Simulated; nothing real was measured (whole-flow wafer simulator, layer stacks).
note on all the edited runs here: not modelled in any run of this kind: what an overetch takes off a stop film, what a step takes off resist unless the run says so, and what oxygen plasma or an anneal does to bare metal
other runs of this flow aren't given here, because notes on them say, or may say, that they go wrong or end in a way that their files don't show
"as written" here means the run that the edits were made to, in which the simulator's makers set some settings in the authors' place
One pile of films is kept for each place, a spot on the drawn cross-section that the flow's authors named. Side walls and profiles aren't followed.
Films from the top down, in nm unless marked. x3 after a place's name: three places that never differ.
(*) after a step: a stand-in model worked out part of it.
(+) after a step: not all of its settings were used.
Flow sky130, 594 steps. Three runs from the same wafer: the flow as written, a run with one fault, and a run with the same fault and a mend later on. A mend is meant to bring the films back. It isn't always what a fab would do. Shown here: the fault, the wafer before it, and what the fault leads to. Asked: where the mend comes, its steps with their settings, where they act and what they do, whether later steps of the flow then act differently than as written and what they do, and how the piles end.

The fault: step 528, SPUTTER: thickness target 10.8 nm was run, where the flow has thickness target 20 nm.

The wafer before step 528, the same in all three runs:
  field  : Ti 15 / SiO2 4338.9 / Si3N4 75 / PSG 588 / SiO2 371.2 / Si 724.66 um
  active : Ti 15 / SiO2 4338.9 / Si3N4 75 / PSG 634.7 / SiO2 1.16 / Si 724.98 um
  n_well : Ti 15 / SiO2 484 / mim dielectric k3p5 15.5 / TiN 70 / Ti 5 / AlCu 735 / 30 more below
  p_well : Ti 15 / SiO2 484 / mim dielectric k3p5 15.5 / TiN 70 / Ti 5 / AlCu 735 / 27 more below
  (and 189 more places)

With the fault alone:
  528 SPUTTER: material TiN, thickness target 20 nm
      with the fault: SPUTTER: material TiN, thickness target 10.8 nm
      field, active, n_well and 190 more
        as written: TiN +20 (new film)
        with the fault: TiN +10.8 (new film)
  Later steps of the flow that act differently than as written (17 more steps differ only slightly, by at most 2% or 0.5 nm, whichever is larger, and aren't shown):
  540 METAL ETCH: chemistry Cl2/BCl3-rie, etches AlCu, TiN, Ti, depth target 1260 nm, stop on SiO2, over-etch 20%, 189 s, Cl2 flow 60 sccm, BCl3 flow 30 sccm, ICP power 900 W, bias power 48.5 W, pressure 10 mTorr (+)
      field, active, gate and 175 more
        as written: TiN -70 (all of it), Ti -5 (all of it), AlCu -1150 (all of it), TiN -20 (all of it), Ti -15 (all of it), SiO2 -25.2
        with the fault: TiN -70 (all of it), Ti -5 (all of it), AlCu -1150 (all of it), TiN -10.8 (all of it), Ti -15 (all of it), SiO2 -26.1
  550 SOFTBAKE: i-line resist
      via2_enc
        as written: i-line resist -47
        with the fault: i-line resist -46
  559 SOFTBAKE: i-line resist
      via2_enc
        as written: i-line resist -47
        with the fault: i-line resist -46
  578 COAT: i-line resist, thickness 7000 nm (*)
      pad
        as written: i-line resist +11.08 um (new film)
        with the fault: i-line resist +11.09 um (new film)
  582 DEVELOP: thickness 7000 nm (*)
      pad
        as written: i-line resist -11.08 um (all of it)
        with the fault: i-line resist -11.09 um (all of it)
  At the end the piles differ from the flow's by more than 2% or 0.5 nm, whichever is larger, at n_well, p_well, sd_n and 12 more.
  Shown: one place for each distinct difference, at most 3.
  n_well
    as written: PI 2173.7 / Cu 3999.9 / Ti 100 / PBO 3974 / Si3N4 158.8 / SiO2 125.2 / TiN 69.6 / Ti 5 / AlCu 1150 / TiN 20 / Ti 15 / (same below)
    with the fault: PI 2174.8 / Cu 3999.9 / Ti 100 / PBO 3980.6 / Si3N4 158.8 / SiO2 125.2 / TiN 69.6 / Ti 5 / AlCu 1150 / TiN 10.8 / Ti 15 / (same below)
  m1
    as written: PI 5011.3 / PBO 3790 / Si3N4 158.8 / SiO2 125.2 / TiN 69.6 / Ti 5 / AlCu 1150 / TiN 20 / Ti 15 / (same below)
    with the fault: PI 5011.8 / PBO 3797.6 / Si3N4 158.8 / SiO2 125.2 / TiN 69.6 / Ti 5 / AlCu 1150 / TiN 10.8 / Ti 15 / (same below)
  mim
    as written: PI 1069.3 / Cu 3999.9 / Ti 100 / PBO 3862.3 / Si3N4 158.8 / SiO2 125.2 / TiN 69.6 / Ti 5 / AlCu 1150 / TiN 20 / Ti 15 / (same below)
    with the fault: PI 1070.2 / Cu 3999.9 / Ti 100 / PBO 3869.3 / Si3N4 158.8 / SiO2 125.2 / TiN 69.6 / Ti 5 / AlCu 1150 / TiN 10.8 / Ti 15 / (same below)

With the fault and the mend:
  The mend comes after step 528.
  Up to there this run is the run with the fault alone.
  528a SPUTTER: material TiN, thickness target 9.2 nm (the flow's step 528 once more, with other settings)
      field, active, n_well and 190 more
        TiN +9.2
  No later step of the flow acts differently than as written at any place that is followed.
  At the end the piles are the same as the flow's at every place that both follow.
